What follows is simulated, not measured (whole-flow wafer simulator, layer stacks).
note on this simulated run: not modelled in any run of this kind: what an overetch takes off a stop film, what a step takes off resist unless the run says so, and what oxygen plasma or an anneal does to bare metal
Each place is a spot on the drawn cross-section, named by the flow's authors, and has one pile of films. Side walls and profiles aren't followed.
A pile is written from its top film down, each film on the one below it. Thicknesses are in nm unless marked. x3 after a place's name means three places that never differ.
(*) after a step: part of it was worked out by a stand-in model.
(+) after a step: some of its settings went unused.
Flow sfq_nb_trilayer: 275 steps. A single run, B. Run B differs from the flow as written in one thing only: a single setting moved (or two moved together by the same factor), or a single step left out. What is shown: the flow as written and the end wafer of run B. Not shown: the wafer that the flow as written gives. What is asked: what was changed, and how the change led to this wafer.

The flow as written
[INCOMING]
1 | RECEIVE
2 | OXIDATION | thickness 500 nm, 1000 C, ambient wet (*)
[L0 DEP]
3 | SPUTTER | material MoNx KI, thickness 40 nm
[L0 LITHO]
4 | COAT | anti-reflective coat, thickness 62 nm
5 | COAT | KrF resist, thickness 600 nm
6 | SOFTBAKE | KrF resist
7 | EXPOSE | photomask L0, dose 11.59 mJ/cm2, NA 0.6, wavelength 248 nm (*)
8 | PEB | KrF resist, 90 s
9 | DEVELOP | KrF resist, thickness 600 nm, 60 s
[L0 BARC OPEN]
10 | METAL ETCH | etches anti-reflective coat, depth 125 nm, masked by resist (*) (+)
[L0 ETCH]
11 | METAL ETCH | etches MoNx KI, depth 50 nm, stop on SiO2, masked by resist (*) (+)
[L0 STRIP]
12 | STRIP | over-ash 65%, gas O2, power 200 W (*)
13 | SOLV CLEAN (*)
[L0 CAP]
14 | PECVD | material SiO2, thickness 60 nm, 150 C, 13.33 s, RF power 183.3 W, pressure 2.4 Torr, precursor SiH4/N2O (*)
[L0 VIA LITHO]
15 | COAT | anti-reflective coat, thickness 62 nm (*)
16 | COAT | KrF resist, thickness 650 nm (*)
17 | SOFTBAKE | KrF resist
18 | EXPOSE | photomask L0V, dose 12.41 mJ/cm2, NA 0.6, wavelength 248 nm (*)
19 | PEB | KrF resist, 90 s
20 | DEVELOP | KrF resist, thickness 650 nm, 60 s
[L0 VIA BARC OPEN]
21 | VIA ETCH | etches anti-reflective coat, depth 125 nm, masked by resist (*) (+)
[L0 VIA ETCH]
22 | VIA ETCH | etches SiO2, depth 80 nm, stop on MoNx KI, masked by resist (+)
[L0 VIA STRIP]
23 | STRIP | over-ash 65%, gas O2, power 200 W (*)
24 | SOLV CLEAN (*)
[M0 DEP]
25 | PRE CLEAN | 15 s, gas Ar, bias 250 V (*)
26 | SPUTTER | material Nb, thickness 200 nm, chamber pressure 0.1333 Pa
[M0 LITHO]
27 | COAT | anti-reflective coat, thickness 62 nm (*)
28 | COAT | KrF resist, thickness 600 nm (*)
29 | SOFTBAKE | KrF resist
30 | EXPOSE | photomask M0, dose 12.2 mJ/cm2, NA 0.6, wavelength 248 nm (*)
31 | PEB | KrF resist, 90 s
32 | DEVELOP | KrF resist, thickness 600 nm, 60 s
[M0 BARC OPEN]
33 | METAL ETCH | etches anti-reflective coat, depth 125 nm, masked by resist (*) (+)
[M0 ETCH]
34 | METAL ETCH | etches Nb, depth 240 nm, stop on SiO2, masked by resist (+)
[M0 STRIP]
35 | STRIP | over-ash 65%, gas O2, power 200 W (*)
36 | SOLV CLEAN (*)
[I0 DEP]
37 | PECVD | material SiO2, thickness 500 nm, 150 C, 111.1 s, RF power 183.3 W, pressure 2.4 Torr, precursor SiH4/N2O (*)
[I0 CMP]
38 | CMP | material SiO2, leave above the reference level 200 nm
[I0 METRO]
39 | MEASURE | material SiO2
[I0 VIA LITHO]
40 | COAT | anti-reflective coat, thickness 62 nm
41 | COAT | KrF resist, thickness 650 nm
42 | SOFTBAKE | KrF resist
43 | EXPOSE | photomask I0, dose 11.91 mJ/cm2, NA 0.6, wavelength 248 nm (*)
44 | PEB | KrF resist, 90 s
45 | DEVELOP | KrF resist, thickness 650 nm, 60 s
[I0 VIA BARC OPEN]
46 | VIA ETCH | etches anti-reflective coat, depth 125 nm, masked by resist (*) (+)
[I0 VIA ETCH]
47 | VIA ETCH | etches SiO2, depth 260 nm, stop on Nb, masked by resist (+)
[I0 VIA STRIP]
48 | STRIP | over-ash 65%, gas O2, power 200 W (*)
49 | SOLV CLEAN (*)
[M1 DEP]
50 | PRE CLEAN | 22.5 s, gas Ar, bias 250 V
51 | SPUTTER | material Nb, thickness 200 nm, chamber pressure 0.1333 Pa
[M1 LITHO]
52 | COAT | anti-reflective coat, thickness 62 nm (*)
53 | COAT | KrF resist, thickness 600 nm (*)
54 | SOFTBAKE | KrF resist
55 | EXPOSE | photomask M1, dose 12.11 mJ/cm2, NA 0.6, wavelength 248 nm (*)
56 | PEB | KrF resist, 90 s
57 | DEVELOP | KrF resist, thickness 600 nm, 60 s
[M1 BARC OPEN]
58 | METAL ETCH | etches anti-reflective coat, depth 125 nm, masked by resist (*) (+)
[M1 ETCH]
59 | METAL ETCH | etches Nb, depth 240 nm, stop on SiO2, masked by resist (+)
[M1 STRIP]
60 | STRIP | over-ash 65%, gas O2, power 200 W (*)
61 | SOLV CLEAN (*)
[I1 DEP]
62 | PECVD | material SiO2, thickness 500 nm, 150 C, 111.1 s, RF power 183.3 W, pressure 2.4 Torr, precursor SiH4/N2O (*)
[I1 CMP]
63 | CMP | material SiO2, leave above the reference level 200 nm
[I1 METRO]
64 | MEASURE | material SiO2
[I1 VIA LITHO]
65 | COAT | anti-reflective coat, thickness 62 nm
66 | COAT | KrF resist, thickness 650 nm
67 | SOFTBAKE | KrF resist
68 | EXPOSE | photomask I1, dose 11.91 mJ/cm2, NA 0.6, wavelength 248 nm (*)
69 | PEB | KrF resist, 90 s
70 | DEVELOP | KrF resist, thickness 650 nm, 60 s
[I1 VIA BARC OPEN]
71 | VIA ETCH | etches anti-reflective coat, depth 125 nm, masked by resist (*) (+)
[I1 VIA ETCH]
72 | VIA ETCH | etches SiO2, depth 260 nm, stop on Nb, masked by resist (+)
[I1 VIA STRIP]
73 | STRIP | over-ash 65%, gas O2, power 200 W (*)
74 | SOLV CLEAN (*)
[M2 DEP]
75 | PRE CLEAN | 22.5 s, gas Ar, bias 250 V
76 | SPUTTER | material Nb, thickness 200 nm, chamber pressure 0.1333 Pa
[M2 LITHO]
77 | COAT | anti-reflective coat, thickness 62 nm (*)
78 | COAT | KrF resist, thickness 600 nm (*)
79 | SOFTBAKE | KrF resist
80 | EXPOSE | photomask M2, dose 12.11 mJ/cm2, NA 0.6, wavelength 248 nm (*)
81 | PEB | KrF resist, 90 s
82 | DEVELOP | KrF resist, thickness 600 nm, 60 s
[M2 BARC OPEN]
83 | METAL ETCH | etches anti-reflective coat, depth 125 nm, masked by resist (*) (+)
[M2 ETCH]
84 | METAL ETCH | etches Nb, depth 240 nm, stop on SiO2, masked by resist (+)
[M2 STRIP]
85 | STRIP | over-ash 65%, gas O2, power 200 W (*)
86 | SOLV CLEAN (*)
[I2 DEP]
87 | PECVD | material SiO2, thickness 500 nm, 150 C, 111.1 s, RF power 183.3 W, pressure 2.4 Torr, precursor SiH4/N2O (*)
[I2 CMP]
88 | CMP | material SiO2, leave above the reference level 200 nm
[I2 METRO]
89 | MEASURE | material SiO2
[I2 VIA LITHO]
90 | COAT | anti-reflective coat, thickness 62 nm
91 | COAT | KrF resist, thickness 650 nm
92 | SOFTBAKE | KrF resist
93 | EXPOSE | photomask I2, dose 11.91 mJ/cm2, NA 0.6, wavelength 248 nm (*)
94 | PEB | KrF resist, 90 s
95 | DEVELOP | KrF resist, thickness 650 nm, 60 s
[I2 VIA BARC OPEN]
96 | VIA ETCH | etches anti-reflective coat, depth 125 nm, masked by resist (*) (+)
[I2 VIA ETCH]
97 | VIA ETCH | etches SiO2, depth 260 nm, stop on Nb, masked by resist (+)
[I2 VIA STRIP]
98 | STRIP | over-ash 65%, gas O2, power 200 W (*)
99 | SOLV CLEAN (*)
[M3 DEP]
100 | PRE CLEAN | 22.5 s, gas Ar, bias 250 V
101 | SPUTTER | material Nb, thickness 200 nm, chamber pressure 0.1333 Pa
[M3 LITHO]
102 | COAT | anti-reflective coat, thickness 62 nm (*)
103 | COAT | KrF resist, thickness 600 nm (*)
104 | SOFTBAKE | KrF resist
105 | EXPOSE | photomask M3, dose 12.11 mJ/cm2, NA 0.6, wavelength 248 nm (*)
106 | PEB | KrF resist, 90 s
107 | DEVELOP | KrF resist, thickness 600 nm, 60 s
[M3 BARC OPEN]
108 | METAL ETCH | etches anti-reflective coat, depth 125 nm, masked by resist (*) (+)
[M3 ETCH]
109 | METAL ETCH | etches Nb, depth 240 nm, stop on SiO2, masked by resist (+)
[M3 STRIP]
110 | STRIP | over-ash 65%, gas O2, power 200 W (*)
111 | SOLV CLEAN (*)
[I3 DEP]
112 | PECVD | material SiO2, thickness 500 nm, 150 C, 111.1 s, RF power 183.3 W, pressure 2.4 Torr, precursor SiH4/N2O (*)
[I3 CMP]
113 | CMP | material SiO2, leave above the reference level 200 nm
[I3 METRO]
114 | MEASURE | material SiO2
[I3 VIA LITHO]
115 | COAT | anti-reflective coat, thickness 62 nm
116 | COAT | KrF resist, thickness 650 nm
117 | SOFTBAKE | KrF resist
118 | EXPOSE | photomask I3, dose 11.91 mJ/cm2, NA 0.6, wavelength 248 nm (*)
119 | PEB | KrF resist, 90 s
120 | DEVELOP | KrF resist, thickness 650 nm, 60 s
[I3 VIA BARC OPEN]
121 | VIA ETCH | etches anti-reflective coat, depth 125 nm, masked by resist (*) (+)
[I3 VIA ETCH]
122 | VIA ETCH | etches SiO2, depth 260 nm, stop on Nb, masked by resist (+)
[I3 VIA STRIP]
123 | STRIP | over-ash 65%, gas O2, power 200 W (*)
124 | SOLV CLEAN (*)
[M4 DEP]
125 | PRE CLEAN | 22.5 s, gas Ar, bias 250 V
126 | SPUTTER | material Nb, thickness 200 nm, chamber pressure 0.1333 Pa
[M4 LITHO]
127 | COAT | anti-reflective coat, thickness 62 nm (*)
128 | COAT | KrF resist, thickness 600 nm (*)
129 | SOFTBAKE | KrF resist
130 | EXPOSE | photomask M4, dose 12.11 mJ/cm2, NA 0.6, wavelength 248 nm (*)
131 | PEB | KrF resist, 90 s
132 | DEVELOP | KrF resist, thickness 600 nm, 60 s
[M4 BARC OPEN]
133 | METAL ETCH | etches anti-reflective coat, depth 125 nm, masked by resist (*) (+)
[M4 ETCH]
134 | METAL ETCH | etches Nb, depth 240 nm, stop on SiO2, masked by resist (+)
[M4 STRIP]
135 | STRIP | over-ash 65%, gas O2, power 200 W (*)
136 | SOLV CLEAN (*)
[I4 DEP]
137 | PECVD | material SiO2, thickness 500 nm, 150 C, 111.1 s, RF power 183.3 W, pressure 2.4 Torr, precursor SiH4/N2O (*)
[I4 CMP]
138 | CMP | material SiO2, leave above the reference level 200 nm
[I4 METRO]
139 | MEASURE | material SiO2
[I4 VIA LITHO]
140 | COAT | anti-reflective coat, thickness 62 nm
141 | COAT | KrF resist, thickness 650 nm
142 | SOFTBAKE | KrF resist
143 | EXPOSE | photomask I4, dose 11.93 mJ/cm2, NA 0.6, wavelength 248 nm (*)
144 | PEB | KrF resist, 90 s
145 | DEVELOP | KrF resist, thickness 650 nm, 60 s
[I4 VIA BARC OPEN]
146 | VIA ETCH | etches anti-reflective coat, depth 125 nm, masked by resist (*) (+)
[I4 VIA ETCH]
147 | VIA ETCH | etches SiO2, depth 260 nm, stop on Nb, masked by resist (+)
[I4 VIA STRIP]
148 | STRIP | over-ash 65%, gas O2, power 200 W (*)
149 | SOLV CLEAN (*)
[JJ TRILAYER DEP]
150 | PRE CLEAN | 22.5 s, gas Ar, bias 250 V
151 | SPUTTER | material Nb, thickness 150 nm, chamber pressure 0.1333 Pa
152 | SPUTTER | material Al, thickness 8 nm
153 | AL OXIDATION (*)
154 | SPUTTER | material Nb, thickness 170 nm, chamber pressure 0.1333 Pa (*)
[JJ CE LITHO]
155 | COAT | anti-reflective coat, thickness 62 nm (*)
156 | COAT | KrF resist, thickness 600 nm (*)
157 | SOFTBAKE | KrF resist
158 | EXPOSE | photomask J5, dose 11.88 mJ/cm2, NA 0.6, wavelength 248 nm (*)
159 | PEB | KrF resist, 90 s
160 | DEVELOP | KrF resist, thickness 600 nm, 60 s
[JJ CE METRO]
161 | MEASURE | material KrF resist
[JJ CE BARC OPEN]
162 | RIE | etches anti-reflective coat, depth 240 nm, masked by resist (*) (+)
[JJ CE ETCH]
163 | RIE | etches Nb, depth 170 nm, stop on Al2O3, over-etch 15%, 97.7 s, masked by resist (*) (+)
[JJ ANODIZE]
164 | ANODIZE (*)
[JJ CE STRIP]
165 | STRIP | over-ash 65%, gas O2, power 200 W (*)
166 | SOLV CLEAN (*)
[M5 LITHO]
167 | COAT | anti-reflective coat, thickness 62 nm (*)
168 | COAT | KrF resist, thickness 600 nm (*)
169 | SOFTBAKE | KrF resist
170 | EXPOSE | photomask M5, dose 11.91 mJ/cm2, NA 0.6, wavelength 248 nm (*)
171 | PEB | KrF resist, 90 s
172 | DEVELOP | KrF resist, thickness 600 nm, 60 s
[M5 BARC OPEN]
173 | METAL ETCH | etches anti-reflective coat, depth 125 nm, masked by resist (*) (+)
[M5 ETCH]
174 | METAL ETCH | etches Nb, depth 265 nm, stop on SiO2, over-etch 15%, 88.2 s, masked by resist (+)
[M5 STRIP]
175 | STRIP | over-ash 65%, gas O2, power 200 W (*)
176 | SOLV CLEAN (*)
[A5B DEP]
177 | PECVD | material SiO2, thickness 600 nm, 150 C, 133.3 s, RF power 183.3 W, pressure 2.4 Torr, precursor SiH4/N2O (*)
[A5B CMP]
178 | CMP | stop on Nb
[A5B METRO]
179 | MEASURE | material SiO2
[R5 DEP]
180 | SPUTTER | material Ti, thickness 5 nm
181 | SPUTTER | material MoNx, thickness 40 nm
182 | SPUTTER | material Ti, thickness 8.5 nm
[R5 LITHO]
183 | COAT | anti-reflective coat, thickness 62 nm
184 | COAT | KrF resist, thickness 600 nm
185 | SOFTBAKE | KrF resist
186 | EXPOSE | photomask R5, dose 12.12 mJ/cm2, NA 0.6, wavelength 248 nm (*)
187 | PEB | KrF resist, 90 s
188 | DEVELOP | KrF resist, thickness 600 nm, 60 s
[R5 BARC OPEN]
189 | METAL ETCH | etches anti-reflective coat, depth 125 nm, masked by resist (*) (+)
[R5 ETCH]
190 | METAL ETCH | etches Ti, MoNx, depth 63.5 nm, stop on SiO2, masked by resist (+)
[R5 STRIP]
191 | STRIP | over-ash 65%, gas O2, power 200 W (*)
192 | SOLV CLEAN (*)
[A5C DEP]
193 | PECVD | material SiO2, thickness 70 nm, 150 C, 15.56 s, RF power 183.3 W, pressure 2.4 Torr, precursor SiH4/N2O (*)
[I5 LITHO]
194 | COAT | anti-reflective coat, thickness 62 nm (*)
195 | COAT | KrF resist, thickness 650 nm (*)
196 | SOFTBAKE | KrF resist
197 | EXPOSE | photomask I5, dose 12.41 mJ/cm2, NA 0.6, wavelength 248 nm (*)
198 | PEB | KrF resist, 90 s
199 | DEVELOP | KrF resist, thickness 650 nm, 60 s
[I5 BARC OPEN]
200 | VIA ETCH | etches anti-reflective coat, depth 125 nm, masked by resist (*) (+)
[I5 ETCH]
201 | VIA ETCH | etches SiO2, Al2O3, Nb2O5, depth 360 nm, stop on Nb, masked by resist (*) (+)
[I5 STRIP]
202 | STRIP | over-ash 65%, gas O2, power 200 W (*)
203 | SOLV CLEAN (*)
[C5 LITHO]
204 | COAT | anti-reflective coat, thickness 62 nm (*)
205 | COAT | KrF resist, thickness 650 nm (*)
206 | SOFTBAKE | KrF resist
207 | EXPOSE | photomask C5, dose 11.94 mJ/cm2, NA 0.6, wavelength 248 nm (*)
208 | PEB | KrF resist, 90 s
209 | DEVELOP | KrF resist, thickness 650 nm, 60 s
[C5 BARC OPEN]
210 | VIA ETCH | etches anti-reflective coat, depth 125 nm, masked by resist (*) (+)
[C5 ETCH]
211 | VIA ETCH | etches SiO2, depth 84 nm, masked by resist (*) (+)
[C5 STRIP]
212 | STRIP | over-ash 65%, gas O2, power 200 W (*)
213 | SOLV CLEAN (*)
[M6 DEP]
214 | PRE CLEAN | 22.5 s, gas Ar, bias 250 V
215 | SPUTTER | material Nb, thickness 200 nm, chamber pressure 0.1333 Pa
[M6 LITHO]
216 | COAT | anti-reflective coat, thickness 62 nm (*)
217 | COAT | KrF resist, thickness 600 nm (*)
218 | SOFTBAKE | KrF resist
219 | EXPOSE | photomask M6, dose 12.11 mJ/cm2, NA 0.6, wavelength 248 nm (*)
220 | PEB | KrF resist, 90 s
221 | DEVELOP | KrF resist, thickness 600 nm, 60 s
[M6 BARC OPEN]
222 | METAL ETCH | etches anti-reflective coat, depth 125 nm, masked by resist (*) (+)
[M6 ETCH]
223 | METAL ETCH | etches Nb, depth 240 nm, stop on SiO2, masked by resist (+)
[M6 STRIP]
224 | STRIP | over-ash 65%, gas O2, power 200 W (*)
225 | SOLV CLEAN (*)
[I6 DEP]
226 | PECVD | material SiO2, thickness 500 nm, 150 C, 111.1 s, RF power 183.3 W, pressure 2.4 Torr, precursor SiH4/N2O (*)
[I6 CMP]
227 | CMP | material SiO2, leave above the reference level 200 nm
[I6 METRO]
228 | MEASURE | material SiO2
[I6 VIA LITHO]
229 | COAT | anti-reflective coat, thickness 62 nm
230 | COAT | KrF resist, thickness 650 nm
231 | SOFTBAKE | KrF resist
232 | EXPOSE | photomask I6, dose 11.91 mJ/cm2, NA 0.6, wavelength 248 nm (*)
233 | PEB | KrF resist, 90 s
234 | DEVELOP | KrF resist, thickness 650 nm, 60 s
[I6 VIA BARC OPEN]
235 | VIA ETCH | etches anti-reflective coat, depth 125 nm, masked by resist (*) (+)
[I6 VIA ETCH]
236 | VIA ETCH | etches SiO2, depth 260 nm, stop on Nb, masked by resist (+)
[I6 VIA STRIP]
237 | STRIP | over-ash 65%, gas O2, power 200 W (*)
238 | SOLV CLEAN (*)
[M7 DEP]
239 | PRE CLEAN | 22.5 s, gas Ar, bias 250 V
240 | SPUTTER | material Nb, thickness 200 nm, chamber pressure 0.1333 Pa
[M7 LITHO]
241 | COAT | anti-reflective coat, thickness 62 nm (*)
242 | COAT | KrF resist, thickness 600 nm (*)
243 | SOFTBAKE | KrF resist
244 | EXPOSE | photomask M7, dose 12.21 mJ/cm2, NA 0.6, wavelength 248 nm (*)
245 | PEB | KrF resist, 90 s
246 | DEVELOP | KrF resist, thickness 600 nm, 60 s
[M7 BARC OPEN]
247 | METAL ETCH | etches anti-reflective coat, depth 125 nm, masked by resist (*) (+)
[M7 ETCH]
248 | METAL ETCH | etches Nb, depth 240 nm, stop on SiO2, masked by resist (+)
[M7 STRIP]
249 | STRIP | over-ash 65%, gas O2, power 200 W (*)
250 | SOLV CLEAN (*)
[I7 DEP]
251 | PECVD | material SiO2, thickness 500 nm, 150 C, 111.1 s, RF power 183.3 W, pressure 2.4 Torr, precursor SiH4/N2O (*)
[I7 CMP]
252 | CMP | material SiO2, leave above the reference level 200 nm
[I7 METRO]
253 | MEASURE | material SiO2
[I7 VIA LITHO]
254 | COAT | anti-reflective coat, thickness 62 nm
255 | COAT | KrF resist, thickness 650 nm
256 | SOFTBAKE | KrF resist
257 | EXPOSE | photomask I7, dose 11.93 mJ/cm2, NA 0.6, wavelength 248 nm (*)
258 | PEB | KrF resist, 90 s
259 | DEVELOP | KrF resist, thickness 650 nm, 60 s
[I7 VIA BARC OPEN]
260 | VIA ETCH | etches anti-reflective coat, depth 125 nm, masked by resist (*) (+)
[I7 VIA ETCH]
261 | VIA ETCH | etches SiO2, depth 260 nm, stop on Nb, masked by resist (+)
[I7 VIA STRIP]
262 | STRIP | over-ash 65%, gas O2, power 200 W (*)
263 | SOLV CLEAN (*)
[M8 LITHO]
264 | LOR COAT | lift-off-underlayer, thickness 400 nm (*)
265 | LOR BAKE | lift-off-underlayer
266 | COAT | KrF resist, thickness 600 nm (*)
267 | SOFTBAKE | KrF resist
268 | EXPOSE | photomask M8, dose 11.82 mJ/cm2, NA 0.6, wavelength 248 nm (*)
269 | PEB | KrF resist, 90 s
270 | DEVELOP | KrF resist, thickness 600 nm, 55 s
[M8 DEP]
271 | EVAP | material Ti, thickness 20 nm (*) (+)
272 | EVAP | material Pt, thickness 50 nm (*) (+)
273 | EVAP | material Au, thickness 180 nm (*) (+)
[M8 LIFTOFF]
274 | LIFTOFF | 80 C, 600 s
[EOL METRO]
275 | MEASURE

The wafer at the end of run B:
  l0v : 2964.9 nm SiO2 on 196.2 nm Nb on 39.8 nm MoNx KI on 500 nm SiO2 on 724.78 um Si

Cause: step 22, VIA ETCH: depth 55.2 nm was run, though the flow has depth 80 nm.

Step by step, how the change led to this:
  22 | VIA ETCH | etches SiO2, depth 80 nm, stop on MoNx KI, masked by resist (+)
      l0v: -55.2 SiO2 (it would be, as written: -59.8 SiO2 (all of it))
      field_l, v_sur, via_wl and 102 more: -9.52 KrF resist (it would be, as written: -13.8 KrF resist)
  25 | PRE CLEAN | 15 s, gas Ar, bias 250 V (*)
      l0v: -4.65 SiO2 (all of it), -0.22 MoNx KI (it would be, as written: -2.91 MoNx KI)
